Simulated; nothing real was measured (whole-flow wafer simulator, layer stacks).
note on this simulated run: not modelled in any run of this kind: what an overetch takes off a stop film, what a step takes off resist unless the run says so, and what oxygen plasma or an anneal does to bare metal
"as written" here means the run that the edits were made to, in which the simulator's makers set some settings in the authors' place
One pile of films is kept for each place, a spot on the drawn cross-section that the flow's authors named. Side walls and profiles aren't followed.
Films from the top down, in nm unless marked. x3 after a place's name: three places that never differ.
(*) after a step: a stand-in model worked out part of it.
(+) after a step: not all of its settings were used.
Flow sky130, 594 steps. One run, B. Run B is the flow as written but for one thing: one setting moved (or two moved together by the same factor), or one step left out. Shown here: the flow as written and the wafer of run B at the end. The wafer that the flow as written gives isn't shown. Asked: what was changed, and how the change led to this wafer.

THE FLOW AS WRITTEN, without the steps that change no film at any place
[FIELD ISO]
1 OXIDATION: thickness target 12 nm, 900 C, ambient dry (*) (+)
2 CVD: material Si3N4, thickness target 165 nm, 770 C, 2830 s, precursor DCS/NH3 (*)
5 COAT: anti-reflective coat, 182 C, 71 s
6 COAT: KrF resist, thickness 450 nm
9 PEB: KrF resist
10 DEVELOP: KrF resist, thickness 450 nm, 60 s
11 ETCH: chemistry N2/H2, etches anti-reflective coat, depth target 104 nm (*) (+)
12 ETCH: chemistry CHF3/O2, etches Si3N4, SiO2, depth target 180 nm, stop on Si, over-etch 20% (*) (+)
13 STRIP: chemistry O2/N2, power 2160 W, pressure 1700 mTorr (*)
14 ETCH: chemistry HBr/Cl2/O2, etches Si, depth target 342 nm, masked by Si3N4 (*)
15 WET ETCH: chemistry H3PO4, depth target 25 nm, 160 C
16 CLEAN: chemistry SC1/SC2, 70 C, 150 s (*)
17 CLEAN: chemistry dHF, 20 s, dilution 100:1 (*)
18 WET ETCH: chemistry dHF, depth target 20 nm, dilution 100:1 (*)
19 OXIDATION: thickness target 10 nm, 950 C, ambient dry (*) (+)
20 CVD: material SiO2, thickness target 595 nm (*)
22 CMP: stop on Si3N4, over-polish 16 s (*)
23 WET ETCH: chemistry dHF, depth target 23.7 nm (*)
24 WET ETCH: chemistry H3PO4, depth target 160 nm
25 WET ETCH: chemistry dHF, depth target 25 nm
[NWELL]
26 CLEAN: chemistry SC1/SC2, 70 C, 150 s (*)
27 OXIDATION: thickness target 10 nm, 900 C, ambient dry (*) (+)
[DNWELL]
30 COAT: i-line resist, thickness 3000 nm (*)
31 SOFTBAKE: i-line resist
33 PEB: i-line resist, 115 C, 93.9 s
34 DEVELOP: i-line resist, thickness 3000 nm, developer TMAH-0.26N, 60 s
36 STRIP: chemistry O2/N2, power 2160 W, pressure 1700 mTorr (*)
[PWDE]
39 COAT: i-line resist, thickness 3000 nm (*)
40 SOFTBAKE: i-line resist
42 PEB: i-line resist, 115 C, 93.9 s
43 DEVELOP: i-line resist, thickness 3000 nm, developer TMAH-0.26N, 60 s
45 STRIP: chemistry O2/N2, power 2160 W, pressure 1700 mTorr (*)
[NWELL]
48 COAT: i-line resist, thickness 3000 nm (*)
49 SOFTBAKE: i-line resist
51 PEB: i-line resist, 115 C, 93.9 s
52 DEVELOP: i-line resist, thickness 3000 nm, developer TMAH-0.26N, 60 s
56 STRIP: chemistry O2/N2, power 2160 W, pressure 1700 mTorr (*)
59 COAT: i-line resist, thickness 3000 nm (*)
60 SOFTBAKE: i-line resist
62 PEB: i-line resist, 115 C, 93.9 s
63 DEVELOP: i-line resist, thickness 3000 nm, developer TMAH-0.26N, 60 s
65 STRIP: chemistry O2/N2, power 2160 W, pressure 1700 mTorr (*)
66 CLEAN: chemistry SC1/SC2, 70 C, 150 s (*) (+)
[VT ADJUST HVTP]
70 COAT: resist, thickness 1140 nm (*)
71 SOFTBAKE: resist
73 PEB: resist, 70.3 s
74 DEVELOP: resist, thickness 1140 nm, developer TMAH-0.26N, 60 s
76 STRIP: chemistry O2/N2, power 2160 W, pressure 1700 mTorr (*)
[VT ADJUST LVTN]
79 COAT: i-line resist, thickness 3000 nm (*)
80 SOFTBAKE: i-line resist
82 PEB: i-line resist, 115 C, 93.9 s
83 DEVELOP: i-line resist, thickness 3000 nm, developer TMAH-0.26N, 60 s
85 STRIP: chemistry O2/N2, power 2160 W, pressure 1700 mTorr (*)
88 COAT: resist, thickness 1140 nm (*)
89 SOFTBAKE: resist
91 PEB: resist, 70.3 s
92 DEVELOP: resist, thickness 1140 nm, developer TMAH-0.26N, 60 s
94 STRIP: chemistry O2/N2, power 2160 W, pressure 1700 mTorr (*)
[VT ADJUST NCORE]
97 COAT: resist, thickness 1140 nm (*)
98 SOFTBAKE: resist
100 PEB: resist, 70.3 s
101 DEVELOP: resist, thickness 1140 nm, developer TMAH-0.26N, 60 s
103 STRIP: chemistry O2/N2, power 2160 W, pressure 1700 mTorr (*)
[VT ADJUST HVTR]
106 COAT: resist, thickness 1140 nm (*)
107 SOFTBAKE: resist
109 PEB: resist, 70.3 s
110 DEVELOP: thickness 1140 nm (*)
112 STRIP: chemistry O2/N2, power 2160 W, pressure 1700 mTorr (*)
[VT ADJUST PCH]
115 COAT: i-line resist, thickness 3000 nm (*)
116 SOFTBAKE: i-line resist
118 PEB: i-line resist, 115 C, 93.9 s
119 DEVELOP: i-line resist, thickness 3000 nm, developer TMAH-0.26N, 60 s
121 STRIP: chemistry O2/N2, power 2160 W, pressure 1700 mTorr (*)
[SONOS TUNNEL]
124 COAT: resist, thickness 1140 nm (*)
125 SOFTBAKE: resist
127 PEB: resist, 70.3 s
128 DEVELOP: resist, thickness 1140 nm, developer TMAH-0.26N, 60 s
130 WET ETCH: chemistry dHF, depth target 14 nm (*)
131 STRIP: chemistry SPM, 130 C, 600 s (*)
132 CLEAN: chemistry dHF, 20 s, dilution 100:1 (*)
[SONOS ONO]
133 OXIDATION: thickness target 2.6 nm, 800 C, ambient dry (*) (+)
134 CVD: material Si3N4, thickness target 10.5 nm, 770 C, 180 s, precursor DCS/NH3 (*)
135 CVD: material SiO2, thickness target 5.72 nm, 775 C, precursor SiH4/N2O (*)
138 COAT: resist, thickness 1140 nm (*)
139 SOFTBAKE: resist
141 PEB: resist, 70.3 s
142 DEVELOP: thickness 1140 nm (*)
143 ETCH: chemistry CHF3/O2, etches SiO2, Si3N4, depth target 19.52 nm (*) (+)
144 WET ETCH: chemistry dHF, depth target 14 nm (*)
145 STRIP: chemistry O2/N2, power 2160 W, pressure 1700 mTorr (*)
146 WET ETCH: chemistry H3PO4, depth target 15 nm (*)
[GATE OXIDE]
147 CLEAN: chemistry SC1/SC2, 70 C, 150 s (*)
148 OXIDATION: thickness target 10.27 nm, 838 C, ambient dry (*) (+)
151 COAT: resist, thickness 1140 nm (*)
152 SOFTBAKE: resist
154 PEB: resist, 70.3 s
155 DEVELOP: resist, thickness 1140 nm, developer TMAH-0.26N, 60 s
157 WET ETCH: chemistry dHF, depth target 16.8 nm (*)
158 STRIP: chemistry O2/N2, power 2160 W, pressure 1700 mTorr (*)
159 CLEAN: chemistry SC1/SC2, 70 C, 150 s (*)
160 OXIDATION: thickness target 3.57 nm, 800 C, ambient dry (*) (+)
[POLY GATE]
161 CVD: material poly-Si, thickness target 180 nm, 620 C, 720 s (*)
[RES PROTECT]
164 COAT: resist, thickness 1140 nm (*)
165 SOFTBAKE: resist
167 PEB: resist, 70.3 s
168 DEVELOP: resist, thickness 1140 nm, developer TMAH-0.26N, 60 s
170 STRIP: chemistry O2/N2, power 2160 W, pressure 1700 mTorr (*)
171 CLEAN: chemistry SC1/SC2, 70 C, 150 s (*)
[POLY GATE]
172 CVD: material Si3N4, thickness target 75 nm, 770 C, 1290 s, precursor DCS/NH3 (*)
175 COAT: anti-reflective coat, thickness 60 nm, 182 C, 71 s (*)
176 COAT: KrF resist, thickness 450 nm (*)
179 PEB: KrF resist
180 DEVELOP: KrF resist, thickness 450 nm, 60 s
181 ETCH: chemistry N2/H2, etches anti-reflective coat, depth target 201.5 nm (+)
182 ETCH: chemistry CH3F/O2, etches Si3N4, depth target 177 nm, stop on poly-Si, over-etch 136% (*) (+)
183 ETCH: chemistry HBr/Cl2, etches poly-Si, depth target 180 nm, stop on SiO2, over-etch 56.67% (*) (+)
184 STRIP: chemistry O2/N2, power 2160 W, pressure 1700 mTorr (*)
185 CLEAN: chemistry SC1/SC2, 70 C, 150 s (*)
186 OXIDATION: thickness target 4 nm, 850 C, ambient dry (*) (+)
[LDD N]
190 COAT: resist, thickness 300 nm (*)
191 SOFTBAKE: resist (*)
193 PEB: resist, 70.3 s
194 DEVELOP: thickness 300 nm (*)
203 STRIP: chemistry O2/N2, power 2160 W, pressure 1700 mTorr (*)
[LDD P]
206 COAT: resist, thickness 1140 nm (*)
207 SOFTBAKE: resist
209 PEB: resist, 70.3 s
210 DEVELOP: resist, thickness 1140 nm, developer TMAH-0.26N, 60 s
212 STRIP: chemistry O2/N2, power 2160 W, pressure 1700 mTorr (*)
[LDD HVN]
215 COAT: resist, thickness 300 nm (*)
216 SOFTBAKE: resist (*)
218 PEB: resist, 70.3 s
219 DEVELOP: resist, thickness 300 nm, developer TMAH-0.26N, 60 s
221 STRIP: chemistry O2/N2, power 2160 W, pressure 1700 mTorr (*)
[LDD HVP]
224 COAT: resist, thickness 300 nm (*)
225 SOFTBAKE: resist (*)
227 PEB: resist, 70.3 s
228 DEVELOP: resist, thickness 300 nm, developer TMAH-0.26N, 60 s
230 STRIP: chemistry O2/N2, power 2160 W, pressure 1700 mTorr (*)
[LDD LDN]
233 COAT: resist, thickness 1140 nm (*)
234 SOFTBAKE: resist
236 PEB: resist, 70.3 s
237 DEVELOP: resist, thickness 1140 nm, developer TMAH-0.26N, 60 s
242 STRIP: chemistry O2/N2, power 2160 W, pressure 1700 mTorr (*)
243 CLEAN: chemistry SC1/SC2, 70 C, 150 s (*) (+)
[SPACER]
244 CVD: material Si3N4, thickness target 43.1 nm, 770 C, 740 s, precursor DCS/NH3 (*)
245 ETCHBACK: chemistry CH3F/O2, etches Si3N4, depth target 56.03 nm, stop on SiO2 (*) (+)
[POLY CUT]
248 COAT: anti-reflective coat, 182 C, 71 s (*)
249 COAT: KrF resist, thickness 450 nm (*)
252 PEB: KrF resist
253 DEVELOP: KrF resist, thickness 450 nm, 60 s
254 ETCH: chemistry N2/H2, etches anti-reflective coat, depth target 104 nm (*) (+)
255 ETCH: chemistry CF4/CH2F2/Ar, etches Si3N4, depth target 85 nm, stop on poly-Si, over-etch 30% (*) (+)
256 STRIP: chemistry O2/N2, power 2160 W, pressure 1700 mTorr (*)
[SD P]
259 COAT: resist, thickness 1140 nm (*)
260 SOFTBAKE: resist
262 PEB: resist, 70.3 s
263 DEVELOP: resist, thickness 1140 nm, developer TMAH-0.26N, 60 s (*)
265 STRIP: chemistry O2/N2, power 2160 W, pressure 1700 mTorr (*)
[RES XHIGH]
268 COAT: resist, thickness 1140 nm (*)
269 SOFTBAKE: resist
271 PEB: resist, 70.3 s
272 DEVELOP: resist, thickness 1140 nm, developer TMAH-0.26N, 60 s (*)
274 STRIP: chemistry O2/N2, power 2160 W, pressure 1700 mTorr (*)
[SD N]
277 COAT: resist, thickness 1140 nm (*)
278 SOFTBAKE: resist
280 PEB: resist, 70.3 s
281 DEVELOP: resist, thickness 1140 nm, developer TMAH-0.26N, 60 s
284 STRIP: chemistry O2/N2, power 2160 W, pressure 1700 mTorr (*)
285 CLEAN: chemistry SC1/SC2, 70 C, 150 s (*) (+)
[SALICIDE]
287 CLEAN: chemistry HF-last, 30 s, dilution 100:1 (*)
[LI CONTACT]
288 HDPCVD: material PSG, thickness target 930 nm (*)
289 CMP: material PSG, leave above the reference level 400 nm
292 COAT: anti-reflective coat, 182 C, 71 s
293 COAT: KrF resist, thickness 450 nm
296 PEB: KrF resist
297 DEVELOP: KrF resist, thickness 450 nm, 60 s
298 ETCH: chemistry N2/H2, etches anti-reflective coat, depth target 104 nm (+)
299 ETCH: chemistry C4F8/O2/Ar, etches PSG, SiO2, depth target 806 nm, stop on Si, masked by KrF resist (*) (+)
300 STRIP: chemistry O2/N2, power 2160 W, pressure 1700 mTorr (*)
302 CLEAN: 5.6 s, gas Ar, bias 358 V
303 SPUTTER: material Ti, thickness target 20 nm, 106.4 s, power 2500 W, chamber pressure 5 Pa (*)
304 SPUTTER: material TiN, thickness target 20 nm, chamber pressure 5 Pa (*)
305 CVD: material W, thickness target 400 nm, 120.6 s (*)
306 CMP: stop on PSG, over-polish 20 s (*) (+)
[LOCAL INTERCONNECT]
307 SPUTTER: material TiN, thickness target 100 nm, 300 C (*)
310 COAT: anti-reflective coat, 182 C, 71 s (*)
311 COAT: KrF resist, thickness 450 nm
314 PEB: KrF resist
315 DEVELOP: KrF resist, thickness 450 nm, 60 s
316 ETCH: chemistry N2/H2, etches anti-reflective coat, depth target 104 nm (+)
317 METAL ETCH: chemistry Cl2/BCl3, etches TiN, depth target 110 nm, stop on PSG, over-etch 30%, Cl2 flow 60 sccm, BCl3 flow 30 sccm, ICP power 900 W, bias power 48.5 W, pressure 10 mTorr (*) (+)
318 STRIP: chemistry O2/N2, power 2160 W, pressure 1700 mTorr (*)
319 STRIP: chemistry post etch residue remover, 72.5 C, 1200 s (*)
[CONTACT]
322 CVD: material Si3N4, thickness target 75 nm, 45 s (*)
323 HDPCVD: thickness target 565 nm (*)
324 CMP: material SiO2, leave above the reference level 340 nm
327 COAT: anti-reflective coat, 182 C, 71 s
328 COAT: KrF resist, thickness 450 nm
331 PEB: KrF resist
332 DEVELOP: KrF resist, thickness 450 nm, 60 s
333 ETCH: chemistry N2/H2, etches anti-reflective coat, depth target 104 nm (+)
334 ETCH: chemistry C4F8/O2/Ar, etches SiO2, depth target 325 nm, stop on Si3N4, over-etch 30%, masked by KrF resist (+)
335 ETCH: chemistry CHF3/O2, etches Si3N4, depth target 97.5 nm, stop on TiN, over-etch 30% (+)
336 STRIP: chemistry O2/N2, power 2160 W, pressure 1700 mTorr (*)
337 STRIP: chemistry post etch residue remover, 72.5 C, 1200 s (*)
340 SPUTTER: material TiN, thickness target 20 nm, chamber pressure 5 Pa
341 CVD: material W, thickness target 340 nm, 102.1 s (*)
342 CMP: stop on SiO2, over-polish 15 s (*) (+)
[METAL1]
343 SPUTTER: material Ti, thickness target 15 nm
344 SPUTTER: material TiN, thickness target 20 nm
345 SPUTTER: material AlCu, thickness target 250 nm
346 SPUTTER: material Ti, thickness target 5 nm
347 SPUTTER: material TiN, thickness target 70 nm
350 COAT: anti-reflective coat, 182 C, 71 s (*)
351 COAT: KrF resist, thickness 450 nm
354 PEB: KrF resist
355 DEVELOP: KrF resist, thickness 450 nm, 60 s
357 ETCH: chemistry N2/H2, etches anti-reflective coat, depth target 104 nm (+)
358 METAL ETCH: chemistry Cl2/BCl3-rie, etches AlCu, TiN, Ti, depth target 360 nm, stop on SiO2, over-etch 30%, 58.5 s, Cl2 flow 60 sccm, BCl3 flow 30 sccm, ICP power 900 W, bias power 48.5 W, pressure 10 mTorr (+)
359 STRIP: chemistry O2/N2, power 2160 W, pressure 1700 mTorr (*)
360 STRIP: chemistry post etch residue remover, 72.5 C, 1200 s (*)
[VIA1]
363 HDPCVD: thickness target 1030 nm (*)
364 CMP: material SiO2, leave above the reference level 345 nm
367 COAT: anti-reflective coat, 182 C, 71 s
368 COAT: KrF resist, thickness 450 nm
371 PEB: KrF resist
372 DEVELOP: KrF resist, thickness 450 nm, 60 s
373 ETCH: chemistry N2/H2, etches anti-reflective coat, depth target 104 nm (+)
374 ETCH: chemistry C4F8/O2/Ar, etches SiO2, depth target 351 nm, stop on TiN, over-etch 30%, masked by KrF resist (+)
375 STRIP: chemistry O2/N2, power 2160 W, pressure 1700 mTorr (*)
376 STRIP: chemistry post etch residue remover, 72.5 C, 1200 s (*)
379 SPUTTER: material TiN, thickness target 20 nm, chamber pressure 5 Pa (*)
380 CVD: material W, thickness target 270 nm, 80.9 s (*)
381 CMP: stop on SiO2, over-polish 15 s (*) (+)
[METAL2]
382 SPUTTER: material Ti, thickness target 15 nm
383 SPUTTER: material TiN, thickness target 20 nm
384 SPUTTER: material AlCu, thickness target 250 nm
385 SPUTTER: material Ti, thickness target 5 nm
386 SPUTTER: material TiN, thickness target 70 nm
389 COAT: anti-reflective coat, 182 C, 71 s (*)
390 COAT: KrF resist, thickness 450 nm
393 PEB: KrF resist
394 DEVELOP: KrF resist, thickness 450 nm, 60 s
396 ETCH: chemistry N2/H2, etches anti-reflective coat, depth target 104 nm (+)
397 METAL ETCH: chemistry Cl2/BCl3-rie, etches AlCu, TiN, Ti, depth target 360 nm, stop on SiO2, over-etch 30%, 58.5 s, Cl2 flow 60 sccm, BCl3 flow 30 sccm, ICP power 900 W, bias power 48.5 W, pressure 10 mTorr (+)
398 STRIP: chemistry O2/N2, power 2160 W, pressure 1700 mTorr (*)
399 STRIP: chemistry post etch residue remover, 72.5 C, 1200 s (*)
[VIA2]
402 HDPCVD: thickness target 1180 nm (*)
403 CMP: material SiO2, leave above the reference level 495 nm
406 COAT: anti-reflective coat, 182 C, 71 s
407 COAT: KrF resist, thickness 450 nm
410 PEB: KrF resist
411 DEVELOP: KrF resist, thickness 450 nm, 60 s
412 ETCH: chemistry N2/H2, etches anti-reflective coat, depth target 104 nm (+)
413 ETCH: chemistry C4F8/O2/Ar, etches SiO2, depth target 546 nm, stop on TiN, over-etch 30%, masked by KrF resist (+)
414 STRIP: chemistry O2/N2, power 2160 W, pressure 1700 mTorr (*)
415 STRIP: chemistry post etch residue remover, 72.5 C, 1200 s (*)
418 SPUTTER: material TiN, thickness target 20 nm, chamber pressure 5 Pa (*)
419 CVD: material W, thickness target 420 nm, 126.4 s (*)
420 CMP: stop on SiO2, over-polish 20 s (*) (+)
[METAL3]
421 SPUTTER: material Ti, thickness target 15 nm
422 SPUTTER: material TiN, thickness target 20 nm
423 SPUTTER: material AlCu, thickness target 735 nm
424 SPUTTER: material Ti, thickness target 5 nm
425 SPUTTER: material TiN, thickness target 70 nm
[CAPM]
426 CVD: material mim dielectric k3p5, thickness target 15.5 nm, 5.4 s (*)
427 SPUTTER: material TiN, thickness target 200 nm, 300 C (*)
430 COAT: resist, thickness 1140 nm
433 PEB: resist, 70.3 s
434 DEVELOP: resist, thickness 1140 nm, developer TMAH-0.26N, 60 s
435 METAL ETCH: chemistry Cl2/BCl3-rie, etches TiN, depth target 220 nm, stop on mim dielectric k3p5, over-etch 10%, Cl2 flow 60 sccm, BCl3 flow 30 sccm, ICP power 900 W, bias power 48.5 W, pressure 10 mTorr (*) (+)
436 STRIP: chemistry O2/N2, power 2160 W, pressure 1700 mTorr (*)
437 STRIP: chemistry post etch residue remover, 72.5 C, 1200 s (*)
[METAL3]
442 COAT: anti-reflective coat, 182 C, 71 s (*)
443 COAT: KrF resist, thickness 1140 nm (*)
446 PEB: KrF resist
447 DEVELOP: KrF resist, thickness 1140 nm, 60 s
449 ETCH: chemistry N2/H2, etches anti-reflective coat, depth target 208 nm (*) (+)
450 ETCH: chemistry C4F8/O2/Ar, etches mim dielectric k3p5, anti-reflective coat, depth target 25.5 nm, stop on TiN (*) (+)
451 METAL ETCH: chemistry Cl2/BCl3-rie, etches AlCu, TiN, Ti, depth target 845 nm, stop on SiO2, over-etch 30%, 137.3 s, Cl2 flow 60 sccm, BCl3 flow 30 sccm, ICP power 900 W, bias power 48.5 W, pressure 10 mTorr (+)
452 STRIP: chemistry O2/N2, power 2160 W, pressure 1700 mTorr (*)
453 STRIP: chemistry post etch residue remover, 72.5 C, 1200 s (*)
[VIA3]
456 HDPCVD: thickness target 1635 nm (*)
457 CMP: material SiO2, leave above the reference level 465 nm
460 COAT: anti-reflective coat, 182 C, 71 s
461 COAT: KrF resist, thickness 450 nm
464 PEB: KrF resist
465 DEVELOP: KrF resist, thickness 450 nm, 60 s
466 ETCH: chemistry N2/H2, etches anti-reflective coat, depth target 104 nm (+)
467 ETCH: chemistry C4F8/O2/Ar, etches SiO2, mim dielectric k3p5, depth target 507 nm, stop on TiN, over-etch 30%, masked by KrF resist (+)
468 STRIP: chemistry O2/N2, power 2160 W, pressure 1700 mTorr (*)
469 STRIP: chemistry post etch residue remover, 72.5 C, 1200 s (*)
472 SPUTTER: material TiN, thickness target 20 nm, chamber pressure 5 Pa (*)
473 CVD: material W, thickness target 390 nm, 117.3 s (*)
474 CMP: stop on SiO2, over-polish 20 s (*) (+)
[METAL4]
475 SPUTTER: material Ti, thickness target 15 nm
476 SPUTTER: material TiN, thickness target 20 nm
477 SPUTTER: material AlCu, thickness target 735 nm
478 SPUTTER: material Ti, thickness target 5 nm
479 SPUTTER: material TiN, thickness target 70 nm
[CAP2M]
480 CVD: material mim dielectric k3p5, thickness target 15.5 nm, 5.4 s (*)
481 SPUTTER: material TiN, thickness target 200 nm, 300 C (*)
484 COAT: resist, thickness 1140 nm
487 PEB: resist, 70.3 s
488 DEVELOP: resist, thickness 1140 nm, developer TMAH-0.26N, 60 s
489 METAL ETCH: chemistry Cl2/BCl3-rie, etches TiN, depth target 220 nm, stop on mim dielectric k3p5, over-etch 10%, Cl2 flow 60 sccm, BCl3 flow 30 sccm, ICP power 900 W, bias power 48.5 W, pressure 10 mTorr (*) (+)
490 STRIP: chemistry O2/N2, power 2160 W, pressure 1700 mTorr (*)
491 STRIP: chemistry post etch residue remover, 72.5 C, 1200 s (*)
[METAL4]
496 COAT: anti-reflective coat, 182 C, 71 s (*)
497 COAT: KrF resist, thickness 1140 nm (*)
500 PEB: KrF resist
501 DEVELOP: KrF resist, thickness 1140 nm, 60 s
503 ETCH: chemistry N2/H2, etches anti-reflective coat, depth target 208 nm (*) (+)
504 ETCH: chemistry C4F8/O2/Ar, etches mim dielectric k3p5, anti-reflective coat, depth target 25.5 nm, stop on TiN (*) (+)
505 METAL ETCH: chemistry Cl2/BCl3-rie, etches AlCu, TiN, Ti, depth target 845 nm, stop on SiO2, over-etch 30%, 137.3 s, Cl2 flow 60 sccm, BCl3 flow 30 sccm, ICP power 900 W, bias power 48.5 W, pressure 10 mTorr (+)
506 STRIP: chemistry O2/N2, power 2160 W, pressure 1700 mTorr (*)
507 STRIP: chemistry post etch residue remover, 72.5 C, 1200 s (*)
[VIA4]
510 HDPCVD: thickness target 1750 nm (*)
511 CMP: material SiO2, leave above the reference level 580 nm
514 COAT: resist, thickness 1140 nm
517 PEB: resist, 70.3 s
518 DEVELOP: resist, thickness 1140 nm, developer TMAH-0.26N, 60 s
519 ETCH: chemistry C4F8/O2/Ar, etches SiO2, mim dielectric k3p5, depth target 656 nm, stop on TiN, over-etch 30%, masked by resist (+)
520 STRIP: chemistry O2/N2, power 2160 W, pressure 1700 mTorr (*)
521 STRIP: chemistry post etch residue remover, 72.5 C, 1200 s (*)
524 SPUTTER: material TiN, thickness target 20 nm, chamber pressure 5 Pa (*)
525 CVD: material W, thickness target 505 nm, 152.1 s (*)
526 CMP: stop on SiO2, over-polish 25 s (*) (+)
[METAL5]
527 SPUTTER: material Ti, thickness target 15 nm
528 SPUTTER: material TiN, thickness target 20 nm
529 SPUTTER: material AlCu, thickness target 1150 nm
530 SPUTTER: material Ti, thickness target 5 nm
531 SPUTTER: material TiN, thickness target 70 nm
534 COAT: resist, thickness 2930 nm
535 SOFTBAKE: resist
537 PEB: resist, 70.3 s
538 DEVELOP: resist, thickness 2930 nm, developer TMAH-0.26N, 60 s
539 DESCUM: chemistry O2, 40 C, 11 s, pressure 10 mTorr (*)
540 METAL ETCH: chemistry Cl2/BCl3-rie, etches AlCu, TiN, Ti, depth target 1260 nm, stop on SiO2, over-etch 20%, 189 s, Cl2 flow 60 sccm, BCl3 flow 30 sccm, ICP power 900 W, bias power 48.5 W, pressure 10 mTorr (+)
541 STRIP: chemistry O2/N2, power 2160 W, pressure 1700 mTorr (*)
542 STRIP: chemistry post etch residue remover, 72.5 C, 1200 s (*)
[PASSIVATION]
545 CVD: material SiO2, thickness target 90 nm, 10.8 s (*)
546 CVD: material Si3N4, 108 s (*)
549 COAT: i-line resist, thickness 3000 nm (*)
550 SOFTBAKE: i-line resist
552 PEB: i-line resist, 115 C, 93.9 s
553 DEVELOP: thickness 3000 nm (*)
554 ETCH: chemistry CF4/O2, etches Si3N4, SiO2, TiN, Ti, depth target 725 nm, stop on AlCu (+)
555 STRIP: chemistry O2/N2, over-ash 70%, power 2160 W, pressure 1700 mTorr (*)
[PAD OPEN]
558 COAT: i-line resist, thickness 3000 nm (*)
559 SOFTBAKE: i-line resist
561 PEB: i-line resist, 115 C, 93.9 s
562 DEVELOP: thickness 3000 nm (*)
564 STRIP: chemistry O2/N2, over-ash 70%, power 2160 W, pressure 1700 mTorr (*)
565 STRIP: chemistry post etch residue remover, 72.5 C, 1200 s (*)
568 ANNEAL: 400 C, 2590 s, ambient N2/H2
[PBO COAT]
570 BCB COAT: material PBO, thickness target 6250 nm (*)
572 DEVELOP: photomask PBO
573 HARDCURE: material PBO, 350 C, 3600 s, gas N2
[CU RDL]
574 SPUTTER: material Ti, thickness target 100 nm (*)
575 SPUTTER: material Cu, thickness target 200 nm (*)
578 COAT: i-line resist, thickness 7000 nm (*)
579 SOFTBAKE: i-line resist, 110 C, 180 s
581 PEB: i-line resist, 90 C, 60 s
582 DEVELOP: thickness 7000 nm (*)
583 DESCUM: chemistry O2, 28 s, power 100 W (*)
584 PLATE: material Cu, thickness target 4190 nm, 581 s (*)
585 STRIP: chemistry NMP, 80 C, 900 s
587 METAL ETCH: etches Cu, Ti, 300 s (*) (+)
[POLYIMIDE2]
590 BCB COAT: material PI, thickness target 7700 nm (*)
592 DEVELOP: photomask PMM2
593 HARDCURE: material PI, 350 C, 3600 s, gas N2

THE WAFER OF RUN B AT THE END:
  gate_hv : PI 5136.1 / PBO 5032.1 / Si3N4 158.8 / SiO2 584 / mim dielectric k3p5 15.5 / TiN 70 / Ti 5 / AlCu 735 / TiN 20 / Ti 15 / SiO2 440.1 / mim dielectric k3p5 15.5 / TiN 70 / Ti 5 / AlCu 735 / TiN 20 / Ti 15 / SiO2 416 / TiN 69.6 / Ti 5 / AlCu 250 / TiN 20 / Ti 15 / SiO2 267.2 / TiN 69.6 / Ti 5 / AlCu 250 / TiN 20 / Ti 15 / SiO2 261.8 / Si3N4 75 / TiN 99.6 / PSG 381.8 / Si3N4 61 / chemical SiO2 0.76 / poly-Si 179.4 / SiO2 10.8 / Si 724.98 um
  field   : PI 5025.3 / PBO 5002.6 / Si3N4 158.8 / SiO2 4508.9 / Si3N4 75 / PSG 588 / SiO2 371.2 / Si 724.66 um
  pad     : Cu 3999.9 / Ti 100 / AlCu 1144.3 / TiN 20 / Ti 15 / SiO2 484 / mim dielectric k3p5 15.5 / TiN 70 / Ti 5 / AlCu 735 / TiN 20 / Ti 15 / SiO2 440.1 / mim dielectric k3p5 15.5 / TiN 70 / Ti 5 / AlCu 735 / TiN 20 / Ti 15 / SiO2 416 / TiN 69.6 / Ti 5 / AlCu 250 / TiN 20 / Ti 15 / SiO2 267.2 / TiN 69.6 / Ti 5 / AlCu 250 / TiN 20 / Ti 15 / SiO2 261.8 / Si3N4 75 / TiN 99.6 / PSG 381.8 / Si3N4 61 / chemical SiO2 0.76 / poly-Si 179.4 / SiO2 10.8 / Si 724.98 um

The cause: step 457, CMP: leave above the reference level 535 nm was run, where the flow has leave above the reference level 465 nm.

How the change led to this, step by step:
  457 CMP: material SiO2, leave above the reference level 465 nm
      n_well, p_well, gate_hv and 99 more: SiO2 -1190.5 (as written it would be: SiO2 -1260.5)
      field, active, gate and 82 more: SiO2 -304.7 (as written it would be: SiO2 -374.7)
      (and at 5 more places)
  467 ETCH: chemistry C4F8/O2/Ar, etches SiO2, mim dielectric k3p5, depth target 507 nm, stop on TiN, over-etch 30%, masked by KrF resist (+)
      m1: SiO2 -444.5 (all of it), mim dielectric k3p5 -15.5 (all of it) (as written it would be: SiO2 -374.5 (all of it), mim dielectric k3p5 -15.5 (all of it))
      via3_hole: SiO2 -443.9 (all of it), mim dielectric k3p5 -15.5 (all of it) (as written it would be: SiO2 -373.9 (all of it), mim dielectric k3p5 -15.5 (all of it))
  472 SPUTTER: material TiN, thickness target 20 nm, chamber pressure 5 Pa (*)
      m1, via3_hole: TiN +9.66 (as written it would be: TiN +10.6)
  473 CVD: material W, thickness target 390 nm, 117.3 s (*)
      m1: W +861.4 (new film) (as written it would be: W +790.5 (new film))
      via3_hole: W +860.8 (new film) (as written it would be: W +789.9 (new film))
